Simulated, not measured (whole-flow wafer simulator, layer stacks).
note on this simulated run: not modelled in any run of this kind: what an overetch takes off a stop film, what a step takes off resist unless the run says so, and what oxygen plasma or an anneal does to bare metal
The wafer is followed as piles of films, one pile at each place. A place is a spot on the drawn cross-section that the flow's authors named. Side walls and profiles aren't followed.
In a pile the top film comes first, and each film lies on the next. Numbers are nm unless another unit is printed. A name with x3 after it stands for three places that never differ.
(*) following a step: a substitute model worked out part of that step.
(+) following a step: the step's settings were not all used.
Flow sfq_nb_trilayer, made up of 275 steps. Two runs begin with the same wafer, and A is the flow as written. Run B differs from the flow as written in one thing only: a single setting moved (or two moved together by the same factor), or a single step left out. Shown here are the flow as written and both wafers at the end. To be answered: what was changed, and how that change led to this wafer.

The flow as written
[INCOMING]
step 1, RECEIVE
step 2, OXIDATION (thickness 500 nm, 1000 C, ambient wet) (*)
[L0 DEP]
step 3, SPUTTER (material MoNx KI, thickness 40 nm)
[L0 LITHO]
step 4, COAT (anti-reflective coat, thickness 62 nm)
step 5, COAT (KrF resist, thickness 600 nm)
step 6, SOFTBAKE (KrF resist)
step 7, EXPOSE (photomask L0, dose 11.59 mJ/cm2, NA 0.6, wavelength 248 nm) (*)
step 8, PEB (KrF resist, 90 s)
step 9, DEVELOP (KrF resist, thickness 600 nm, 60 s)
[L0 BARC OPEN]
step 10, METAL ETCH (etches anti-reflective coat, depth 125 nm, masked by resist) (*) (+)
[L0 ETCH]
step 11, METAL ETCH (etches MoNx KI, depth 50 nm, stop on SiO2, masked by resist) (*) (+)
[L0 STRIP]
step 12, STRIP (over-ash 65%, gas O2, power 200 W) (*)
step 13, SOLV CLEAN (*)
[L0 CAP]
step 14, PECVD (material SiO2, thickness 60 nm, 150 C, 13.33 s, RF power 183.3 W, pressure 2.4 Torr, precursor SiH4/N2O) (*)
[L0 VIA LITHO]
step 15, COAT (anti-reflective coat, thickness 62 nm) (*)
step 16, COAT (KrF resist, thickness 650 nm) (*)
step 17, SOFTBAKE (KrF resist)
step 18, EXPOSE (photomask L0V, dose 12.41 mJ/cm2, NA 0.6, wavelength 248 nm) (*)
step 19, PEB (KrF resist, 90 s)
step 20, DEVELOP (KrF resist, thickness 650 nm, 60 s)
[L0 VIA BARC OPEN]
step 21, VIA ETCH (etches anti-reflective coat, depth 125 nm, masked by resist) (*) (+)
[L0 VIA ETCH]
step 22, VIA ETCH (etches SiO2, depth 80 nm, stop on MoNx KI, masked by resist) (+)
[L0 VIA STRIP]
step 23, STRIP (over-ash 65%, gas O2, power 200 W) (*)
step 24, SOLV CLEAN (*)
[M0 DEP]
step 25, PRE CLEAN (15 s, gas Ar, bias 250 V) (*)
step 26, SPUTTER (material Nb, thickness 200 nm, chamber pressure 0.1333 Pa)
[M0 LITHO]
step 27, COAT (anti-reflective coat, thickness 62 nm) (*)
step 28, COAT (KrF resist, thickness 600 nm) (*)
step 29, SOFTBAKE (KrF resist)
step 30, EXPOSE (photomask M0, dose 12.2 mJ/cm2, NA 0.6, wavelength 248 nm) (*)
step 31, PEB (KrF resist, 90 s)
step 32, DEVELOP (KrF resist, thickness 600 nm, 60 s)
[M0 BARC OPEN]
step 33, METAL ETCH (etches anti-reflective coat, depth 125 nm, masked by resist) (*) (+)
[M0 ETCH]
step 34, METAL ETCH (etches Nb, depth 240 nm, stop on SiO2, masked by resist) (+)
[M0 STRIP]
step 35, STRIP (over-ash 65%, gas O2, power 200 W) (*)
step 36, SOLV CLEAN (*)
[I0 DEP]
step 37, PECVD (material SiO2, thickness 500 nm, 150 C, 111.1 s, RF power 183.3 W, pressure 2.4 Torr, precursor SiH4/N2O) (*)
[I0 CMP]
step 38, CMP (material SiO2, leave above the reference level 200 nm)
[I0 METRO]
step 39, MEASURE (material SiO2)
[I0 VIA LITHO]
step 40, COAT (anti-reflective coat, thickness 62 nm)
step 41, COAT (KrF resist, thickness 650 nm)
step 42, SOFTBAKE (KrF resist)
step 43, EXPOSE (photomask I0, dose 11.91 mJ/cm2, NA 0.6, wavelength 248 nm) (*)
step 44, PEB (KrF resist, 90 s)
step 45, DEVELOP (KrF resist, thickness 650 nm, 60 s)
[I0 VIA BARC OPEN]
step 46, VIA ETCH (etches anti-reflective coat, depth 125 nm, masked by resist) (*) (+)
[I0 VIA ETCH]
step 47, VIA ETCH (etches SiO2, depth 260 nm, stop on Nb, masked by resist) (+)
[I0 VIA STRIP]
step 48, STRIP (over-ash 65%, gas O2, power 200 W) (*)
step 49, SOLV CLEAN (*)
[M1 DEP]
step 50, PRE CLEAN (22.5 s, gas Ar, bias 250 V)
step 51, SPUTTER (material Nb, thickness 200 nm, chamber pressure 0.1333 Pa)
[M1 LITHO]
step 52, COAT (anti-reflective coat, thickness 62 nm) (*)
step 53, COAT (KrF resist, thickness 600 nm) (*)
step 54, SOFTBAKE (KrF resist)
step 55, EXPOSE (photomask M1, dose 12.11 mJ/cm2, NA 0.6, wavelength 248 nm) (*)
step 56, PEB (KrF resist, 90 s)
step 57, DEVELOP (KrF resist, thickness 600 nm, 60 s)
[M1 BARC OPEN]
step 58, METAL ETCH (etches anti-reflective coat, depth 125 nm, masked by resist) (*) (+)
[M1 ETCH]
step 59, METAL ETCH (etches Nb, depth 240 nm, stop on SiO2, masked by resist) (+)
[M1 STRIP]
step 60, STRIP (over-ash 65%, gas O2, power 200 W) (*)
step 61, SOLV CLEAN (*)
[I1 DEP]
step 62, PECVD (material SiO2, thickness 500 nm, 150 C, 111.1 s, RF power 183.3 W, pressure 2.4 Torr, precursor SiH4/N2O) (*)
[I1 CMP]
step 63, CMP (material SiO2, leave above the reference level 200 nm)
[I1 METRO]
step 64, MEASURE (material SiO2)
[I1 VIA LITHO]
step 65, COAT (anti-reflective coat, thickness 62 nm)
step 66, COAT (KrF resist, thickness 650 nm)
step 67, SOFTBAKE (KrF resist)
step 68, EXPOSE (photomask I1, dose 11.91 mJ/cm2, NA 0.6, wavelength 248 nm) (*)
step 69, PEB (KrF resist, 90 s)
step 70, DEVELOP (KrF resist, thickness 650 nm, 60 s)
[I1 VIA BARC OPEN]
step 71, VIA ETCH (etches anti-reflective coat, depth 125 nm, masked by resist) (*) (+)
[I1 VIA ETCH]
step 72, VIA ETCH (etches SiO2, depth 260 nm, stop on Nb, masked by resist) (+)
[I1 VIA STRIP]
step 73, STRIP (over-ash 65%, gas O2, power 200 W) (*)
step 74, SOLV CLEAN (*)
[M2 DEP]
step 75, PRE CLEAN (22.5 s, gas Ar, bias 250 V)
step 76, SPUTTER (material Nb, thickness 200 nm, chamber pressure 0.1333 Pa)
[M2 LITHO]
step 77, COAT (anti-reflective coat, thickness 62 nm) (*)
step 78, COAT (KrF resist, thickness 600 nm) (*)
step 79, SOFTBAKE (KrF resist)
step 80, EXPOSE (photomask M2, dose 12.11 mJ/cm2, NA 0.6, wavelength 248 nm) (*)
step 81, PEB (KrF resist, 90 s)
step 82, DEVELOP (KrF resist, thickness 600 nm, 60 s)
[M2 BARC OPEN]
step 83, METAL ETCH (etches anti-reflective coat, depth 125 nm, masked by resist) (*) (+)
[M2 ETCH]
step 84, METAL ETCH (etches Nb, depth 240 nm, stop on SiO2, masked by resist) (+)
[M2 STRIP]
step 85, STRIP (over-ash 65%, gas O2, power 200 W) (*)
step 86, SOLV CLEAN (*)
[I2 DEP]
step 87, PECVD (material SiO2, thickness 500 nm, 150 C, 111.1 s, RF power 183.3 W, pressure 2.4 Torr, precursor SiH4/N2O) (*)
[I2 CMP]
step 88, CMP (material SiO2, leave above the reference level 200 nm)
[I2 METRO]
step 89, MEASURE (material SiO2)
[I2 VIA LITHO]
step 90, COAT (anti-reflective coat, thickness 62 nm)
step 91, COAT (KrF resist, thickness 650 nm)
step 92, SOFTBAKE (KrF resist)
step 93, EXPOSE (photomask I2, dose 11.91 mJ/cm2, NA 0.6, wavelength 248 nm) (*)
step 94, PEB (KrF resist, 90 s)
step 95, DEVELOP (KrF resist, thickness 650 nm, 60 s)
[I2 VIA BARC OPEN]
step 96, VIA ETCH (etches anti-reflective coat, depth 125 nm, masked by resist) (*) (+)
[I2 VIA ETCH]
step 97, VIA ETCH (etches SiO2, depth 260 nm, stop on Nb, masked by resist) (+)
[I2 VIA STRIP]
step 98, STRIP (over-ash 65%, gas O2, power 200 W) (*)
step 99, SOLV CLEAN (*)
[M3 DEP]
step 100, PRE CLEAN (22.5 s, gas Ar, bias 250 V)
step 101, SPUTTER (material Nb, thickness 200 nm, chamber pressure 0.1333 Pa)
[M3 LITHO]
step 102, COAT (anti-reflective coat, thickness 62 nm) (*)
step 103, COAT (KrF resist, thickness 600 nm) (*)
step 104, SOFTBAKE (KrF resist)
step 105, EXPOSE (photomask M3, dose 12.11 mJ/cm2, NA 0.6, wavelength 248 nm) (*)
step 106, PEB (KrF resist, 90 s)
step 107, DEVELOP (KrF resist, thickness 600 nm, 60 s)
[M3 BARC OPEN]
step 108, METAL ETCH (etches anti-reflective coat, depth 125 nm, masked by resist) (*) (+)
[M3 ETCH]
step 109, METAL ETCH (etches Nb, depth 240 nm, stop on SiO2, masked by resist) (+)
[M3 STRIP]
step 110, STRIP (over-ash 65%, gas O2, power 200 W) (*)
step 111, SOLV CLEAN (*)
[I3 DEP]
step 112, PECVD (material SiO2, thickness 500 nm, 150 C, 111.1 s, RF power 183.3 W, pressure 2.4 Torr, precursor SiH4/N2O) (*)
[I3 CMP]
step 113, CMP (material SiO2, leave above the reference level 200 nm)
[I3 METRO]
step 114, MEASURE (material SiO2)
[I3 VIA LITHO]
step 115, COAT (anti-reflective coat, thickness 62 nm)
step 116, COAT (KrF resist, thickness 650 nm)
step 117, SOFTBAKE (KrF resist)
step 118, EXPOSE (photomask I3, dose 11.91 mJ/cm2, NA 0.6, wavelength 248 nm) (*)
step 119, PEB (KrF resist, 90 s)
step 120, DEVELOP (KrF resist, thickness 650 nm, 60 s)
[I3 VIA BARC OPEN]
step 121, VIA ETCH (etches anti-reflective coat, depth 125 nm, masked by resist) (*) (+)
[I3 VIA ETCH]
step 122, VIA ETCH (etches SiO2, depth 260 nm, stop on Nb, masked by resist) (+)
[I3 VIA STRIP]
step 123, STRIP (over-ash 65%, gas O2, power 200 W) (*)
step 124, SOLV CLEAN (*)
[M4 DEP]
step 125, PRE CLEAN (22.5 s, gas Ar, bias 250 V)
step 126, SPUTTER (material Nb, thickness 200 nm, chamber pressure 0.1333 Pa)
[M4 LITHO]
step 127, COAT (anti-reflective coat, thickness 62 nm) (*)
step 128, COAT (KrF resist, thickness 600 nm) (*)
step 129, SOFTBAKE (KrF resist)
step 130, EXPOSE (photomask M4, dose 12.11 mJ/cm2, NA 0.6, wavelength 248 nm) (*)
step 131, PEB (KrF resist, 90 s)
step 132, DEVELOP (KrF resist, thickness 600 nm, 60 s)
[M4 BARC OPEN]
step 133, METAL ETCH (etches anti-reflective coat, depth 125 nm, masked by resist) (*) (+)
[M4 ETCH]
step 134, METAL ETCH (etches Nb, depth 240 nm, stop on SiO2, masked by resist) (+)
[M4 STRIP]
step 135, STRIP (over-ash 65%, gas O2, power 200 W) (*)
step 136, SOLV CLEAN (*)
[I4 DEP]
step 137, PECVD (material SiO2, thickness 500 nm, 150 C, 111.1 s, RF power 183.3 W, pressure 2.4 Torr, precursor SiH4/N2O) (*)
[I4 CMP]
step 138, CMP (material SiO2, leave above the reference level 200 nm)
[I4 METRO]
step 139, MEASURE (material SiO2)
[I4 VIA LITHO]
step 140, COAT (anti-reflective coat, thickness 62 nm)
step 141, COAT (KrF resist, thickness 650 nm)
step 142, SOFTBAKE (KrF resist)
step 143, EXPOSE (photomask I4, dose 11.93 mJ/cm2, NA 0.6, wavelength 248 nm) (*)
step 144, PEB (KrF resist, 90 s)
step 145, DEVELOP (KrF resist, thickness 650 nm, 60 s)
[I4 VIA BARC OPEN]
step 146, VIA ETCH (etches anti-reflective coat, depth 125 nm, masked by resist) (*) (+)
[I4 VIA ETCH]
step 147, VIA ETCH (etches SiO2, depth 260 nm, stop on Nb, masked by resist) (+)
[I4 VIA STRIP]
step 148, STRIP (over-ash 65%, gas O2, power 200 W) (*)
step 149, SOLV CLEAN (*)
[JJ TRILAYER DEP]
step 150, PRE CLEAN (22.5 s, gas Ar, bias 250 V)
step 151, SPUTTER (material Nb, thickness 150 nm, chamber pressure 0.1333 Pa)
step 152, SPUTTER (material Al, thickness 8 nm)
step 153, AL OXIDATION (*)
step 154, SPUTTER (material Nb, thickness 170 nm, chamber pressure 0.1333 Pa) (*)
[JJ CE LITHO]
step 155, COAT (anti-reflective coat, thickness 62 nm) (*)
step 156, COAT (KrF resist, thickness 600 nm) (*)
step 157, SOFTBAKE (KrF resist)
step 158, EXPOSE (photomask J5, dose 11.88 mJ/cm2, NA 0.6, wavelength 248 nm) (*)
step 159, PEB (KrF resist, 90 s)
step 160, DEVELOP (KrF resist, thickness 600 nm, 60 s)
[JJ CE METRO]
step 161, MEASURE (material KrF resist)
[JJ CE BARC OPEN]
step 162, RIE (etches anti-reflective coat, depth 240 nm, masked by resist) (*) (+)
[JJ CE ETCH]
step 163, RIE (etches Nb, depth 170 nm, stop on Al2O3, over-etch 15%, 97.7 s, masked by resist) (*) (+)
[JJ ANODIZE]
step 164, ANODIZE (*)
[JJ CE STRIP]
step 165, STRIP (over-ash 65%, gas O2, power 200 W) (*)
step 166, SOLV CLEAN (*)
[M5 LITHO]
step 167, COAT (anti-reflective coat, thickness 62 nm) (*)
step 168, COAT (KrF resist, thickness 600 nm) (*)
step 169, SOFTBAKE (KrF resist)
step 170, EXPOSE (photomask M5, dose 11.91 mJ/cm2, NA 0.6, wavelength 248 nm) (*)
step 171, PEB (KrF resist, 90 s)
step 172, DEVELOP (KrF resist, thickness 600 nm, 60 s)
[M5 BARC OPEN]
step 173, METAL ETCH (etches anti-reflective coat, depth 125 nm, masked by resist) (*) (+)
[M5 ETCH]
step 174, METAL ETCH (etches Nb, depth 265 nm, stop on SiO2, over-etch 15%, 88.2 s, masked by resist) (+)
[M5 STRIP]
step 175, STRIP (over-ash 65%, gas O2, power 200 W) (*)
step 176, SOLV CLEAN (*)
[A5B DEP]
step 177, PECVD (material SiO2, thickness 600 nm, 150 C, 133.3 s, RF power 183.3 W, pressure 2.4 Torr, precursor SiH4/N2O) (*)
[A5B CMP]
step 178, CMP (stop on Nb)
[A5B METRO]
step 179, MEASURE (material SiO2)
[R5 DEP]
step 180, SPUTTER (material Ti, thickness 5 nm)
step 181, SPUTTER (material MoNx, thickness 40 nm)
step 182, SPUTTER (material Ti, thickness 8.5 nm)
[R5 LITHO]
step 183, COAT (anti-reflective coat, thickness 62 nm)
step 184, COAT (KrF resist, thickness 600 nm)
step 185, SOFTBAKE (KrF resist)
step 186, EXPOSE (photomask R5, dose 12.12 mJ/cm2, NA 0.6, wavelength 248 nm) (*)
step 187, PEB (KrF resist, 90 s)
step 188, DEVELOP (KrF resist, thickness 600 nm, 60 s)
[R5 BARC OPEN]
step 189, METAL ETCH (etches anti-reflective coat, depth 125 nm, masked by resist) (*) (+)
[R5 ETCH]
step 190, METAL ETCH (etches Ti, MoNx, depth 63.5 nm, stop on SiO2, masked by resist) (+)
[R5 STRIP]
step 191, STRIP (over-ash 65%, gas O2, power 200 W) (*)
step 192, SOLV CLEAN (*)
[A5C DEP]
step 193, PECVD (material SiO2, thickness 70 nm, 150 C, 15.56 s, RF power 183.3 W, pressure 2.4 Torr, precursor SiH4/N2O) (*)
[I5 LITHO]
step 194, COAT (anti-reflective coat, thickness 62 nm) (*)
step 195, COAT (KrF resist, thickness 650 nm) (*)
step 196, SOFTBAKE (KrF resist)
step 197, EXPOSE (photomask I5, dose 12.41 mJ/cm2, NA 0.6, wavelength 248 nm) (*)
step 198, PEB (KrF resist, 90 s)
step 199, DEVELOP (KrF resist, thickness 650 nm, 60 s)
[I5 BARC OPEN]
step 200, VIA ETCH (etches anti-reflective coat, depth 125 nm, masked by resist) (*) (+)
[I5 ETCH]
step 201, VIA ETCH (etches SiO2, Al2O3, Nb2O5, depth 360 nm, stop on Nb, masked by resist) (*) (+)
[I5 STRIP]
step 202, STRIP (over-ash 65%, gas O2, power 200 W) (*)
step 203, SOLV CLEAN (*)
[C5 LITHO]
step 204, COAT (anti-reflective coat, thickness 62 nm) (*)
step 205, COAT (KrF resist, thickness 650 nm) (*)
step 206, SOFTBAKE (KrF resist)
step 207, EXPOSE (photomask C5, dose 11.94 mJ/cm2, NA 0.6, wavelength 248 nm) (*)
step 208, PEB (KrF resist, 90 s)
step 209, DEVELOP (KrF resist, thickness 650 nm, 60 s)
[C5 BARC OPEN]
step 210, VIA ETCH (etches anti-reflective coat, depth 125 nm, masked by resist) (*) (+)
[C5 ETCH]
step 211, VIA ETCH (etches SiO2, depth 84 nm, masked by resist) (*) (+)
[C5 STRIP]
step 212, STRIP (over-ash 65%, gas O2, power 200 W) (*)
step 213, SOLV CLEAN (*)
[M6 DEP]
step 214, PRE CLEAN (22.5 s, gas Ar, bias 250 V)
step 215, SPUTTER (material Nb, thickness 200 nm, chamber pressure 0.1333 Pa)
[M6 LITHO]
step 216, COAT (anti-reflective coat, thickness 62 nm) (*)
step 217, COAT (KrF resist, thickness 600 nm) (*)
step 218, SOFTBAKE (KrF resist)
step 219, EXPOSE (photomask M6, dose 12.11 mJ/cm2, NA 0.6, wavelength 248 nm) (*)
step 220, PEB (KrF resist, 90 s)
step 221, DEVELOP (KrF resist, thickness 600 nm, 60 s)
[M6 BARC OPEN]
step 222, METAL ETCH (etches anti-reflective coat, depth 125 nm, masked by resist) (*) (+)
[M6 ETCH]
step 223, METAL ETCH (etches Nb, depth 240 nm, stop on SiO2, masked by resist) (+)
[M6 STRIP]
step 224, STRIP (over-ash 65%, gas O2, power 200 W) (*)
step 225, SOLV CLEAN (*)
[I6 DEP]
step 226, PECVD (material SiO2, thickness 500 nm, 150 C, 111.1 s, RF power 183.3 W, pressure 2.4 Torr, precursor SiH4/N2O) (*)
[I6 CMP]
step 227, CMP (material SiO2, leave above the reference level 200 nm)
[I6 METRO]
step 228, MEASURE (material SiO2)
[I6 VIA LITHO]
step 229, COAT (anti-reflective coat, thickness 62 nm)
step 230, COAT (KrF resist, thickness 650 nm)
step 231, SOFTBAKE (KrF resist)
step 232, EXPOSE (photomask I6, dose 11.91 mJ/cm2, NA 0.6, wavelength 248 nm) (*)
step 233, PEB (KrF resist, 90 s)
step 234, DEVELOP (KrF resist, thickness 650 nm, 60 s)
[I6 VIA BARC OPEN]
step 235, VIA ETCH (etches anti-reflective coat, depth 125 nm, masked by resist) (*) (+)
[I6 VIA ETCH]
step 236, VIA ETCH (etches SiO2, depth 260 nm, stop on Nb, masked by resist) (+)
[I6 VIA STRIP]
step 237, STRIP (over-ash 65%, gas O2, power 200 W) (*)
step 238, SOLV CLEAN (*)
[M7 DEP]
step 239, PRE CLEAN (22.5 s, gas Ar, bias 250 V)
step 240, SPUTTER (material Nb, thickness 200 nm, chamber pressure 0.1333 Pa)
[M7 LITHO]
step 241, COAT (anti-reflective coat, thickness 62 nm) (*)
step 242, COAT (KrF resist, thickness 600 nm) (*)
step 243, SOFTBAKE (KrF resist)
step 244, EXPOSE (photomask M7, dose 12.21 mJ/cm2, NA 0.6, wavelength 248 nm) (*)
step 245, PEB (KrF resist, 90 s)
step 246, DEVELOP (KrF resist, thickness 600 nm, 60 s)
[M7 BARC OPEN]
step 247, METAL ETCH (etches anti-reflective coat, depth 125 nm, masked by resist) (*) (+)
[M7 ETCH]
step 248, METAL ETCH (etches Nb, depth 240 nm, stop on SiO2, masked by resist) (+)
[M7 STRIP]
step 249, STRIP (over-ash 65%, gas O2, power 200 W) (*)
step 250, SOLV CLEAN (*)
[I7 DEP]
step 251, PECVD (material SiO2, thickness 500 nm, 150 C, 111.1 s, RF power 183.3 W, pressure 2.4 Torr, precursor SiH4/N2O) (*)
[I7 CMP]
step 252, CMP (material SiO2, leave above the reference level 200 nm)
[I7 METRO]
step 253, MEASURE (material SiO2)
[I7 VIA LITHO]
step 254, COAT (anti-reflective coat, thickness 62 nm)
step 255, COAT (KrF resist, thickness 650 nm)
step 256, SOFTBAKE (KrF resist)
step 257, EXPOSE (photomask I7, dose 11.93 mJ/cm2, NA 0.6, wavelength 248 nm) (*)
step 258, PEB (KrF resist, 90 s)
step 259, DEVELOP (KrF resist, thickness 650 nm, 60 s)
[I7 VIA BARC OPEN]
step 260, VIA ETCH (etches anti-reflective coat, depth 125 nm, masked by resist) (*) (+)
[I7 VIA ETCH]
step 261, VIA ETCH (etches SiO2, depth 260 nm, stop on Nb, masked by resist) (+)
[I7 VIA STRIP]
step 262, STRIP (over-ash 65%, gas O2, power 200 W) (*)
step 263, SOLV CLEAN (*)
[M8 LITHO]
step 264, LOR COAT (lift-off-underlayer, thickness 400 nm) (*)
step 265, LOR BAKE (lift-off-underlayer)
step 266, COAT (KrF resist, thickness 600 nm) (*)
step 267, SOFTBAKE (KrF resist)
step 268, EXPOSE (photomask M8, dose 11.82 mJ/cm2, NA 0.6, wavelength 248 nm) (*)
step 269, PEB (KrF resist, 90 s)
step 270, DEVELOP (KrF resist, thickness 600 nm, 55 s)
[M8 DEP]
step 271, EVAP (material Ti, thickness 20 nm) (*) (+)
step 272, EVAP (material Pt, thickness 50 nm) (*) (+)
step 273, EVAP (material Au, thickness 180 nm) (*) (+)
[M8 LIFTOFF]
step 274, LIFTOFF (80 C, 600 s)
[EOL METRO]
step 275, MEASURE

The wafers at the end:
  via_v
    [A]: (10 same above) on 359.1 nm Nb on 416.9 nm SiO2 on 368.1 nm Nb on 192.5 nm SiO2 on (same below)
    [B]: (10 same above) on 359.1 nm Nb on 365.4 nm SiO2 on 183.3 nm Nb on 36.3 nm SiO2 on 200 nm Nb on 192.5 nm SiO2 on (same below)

What caused this: step 72, VIA ETCH: depth 156 nm was run, while the flow as written has depth 260 nm.

The path from the change to this, step by step:
  step 72, VIA ETCH (etches SiO2, depth 260 nm, stop on Nb, masked by resist) (+)
      via_v: A SiO2 loses 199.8 (all of it) | B SiO2 loses 156
      field_l, v_sur, via_wl and 102 more: A KrF resist loses 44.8 | B KrF resist loses 26.9
  step 73, STRIP (over-ash 65%, gas O2, power 200 W) (*)
      field_l, v_sur, via_wl and 102 more: A KrF resist loses 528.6 (all of it), anti-reflective coat loses 62 (all of it) | B KrF resist loses 546.5 (all of it), anti-reflective coat loses 62 (all of it)
  step 75, PRE CLEAN (22.5 s, gas Ar, bias 250 V)
      via_v: A Nb loses 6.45 | B SiO2 loses 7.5
  step 76, SPUTTER (material Nb, thickness 200 nm, chamber pressure 0.1333 Pa)
      via_v: A Nb gains 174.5 | B Nb gains 183.3 (new film)
  step 77, COAT (anti-reflective coat, thickness 62 nm) (*)
      via_v: A anti-reflective coat gains 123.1 (new film) | B anti-reflective coat gains 112.6 (new film)
  step 78, COAT (KrF resist, thickness 600 nm) (*)
      via_v: A KrF resist gains 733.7 (new film) | B KrF resist gains 699.3 (new film)
  step 85, STRIP (over-ash 65%, gas O2, power 200 W) (*)
      via_v: A KrF resist loses 515.8 (all of it), anti-reflective coat loses 123.1 (all of it) | B KrF resist loses 481.5 (all of it), anti-reflective coat loses 112.6 (all of it)
  step 87, PECVD (material SiO2, thickness 500 nm, 150 C, 111.1 s, RF power 183.3 W, pressure 2.4 Torr, precursor SiH4/N2O) (*)
      via_v: A SiO2 gains 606 (new film) | B SiO2 gains 530 (new film)
  step 88, CMP (material SiO2, leave above the reference level 200 nm)
      via_v: A SiO2 loses 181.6 | B SiO2 loses 157.1
With metal films that touch counted as one body, via_v has 7 bodies (between them, from the top down: SiO2 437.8; SiO2 209 / Al2O3 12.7 / Nb2O5 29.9; SiO2 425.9; SiO2 365.4; SiO2 36.3; SiO2 192.5); the flow as written gives 6 bodies (between them, from the top down: SiO2 437.8; SiO2 209 / Al2O3 12.7 / Nb2O5 29.9; SiO2 425.9; SiO2 416.9; SiO2 192.5).
